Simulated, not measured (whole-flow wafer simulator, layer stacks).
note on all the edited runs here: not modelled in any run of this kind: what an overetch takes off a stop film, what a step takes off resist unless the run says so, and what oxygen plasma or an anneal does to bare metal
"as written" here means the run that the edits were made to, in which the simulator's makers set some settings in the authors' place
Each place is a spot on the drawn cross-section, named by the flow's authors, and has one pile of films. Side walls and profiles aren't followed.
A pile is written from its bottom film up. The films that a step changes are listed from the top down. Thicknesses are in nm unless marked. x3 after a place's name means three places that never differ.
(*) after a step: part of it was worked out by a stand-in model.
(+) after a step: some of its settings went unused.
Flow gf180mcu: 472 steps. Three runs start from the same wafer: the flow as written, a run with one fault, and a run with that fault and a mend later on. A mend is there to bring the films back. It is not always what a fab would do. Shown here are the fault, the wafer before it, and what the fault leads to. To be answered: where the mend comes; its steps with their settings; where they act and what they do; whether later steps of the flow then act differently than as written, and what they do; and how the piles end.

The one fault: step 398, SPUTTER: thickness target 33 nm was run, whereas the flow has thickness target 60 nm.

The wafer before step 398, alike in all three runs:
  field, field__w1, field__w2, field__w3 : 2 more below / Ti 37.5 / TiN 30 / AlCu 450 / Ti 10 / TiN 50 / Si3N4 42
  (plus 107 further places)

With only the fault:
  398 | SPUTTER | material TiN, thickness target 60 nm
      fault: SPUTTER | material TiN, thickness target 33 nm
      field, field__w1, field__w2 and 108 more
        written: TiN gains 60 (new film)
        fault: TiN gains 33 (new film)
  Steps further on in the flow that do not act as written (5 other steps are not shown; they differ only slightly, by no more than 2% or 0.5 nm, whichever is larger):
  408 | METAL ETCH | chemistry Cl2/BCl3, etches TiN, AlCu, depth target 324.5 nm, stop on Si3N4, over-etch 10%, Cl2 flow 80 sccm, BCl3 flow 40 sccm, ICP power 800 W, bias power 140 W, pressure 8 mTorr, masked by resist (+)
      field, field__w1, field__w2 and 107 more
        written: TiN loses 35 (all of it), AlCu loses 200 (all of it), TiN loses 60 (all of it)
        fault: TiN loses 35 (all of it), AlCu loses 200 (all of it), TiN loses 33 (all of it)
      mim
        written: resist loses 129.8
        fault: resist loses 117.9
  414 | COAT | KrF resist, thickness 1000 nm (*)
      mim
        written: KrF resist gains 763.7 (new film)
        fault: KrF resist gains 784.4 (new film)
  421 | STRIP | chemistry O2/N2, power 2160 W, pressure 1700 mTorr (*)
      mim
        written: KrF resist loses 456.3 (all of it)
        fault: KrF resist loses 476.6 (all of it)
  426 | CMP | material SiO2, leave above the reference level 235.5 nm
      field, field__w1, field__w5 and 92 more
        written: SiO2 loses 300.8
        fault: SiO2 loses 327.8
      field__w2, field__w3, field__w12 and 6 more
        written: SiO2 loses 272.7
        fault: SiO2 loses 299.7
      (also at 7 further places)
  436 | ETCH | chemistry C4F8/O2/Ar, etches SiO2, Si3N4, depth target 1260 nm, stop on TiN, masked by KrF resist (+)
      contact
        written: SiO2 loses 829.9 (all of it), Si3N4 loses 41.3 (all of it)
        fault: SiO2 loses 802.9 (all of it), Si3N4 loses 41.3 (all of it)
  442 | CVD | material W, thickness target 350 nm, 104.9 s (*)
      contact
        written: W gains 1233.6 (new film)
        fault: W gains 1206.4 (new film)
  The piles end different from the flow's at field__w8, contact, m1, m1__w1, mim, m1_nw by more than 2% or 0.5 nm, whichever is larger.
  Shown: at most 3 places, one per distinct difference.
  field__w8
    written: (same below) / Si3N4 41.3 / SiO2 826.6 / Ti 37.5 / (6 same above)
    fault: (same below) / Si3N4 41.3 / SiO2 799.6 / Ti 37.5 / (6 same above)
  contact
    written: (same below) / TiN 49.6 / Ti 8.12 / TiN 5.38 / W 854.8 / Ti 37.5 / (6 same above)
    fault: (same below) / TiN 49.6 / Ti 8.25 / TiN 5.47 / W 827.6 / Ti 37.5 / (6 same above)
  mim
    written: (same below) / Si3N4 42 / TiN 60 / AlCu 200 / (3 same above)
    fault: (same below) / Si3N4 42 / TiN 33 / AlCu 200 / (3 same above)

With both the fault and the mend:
  After step 398 comes the mend.
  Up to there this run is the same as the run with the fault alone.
  398a | SPUTTER | material TiN, thickness target 27 nm (the flow's step 398, run once more with other settings)
      field, field__w1, field__w2 and 108 more
        TiN gains 27
  None of the later steps of the flow acts differently than as written at any place that is followed.
  At every place that both follow, the piles at the end match the flow's.
